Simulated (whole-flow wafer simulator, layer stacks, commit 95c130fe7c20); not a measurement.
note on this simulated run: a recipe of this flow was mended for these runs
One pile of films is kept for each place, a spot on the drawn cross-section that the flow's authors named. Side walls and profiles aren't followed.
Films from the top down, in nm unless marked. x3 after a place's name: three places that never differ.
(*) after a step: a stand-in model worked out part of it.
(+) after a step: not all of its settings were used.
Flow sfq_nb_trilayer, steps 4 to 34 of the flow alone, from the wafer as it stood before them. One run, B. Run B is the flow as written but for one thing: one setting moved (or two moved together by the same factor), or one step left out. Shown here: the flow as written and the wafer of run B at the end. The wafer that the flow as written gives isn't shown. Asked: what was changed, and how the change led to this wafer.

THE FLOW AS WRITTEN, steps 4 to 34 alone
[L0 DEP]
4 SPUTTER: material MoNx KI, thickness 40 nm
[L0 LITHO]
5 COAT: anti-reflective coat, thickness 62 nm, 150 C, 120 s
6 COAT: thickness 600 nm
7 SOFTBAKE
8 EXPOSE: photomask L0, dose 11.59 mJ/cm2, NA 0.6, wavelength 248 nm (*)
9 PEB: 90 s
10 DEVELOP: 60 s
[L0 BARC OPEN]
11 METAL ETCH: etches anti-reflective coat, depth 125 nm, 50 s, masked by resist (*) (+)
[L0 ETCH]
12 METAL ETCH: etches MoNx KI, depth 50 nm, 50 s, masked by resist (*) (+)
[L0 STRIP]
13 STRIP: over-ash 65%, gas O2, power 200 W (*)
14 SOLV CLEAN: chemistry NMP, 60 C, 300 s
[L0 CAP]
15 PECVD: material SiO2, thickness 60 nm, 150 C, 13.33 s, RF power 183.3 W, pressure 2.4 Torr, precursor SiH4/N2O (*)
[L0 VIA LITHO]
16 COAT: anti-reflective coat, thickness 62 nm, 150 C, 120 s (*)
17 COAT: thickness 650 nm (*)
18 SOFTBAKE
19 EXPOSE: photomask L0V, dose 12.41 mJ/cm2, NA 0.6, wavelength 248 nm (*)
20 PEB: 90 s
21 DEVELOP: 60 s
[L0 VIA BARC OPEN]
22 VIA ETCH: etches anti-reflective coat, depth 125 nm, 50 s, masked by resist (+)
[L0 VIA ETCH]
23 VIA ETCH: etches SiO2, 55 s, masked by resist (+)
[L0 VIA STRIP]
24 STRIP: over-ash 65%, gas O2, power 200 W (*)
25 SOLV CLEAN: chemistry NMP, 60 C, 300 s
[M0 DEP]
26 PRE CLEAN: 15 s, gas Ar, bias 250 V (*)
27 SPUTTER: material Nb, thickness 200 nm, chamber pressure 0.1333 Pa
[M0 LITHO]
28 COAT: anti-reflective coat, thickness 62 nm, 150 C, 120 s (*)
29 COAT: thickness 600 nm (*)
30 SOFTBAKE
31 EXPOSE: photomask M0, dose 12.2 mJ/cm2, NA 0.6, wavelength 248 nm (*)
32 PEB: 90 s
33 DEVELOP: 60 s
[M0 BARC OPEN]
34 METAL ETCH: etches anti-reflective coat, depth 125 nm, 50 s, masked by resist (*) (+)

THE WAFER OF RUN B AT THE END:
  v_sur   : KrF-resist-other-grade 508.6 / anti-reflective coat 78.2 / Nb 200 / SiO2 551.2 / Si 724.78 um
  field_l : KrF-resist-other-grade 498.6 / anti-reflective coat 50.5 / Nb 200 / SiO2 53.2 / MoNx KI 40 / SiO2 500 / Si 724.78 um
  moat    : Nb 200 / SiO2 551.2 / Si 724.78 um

The cause: step 26, PRE CLEAN: 20.4 s was run, where the flow has 15 s.

How the change led to this, step by step:
  26 PRE CLEAN: 15 s, gas Ar, bias 250 V (*)
      field_l, v_sur, via_wl and 102 more: SiO2 -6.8 (as written it would be: SiO2 -5)
      l0v: MoNx KI -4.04 (as written it would be: MoNx KI -2.91)
